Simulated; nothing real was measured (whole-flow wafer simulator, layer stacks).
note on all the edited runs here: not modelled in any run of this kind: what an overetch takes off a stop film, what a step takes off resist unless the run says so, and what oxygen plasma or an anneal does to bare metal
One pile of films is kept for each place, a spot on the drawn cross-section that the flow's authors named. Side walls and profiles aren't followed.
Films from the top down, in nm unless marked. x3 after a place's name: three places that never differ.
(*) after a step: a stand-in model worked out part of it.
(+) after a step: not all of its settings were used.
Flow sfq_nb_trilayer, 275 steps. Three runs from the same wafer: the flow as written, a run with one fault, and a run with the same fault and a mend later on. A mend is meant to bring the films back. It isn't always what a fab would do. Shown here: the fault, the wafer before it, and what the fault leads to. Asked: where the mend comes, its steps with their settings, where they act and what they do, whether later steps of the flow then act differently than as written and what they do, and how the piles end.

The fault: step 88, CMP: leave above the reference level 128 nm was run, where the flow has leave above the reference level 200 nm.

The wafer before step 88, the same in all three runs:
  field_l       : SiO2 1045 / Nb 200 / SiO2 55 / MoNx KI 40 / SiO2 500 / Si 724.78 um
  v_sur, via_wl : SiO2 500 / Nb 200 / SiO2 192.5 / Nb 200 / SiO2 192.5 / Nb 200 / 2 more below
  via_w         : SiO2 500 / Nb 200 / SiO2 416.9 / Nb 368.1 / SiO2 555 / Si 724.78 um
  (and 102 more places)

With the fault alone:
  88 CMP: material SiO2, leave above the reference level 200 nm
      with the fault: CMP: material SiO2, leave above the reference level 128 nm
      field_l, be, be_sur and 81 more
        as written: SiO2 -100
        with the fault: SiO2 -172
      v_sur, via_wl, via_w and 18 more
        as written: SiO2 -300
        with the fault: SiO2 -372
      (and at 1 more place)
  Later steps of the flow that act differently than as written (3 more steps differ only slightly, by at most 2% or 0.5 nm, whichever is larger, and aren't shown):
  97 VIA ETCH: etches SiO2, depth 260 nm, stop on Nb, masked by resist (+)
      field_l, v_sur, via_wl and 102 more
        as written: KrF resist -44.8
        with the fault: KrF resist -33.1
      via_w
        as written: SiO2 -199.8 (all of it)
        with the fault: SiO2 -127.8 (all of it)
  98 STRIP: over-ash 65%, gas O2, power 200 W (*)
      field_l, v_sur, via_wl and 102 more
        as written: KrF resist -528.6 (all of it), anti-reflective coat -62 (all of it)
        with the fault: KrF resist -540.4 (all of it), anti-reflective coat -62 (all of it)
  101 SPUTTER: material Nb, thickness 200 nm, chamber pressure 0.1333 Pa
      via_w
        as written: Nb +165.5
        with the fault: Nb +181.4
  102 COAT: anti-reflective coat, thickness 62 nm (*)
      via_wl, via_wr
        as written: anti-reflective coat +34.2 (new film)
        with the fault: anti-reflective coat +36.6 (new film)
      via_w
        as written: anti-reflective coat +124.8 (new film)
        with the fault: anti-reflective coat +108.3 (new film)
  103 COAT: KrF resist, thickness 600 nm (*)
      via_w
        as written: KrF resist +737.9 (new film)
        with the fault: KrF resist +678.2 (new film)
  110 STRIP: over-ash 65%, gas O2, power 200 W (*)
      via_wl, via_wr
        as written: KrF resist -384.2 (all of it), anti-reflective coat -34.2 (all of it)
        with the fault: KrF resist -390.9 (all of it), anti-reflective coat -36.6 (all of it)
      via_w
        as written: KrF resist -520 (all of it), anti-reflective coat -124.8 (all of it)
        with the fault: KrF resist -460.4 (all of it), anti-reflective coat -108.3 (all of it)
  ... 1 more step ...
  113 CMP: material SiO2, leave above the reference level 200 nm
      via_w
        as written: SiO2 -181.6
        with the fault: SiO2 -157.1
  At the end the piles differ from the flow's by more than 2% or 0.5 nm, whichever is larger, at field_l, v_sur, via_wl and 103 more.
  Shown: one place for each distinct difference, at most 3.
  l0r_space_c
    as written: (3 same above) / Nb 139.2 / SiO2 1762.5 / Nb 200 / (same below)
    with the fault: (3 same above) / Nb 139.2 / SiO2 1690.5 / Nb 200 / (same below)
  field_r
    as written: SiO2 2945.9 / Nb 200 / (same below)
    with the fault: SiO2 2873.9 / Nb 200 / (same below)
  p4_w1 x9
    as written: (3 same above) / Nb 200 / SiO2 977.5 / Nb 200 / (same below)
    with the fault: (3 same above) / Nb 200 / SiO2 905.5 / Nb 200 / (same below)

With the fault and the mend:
  The mend comes after step 95.
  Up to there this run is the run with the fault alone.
  95a STRIP: over-ash 65%, gas O2, power 200 W (*)
      field_l, v_sur, via_wl and 102 more
        KrF resist -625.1 (all of it), anti-reflective coat -62 (all of it)
      via_w
        anti-reflective coat -62 (all of it)
  95b PECVD: material SiO2, thickness 72 nm, 150 C, 16 s, RF power 183.3 W, pressure 2.4 Torr, precursor SiH4/N2O (the flow's step 87 once more, with other settings)
      field_l, v_sur, via_wl and 103 more
        SiO2 +72
  95c COAT: anti-reflective coat, thickness 62 nm (the flow's step 90 once more)
      field_l, v_sur, via_wl and 103 more
        anti-reflective coat +62 (new film)
  95d COAT: KrF resist, thickness 650 nm (the flow's step 91 once more)
      field_l, v_sur, via_wl and 103 more
        KrF resist +650 (new film)
  95e SOFTBAKE: KrF resist (the flow's step 92 once more)
      changes no film at any place that is followed
  95f EXPOSE: photomask I2, dose 11.91 mJ/cm2, NA 0.6, wavelength 248 nm (*) (the flow's step 93 once more)
      changes no film at any place that is followed
  95g PEB: KrF resist, 90 s (the flow's step 94 once more)
      field_l, v_sur, via_wl and 103 more
        KrF resist -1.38
  95h DEVELOP: KrF resist, thickness 650 nm, 60 s (the flow's step 95 once more)
      field_l, v_sur, via_wl and 102 more
        KrF resist -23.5
      via_w
        KrF resist -648.6 (all of it)
  No later step of the flow acts differently than as written at any place that is followed.
  At the end the piles are the same as the flow's at every place that both follow.
